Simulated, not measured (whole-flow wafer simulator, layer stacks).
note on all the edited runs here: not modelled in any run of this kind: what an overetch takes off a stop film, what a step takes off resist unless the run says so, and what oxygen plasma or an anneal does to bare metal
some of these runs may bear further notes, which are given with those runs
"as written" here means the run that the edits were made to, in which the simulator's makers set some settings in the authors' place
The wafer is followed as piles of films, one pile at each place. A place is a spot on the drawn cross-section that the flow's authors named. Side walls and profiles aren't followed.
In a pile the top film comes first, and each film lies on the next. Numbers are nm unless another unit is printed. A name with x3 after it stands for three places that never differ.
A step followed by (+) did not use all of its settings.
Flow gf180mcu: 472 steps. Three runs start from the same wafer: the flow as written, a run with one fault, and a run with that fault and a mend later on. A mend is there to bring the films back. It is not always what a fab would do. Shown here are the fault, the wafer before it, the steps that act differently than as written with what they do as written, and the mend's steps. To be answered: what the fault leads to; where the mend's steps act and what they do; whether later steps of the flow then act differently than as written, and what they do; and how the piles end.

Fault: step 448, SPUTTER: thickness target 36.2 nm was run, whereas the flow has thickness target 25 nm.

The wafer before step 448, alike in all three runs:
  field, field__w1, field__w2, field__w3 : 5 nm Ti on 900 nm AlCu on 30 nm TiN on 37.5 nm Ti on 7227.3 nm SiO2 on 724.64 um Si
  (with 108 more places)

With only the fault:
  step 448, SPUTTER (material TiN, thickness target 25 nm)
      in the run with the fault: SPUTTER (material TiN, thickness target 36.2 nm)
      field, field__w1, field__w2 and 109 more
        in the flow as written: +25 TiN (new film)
        in the run with the fault: +36.2 TiN (new film)
  Later steps of the flow acting differently than as written (not shown: 4 more steps that differ only slightly, by at most 2% or 0.5 nm, whichever is larger):
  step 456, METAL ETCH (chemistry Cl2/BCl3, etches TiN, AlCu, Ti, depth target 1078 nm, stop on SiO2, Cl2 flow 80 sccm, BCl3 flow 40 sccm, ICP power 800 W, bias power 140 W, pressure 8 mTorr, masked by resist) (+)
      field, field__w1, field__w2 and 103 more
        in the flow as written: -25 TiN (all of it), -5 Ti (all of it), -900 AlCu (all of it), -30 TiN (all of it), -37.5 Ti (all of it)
        in the run with the fault: -36.2 TiN (all of it), -5 Ti (all of it), -900 AlCu (all of it), -30 TiN (all of it), -37.5 Ti (all of it)
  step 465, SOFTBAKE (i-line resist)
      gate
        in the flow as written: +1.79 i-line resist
        in the run with the fault: -0.28 i-line resist
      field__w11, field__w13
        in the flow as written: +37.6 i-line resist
        in the run with the fault: +31.5 i-line resist
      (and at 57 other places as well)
  The piles end different from the flow's at field__w8, contact, m1, m1__w1, pad, m1_nw by more than 2% or 0.5 nm, whichever is larger.
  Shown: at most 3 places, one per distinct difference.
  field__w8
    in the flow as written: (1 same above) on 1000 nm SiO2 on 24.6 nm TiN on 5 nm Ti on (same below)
    in the run with the fault: (1 same above) on 1000 nm SiO2 on 35.8 nm TiN on 5 nm Ti on (same below)
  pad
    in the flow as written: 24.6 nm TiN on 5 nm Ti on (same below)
    in the run with the fault: 35.8 nm TiN on 5 nm Ti on (same below)

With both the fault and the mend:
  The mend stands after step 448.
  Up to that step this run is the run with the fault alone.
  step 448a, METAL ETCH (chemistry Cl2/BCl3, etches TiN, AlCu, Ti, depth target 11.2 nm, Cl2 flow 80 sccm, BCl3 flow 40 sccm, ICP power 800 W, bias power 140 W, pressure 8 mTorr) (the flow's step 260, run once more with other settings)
      field, field__w1, field__w2 and 109 more
        -11.2 TiN
  Later steps of the flow that are run all act as written at every place that is followed.
  At every place that both follow, the piles at the end match the flow's.
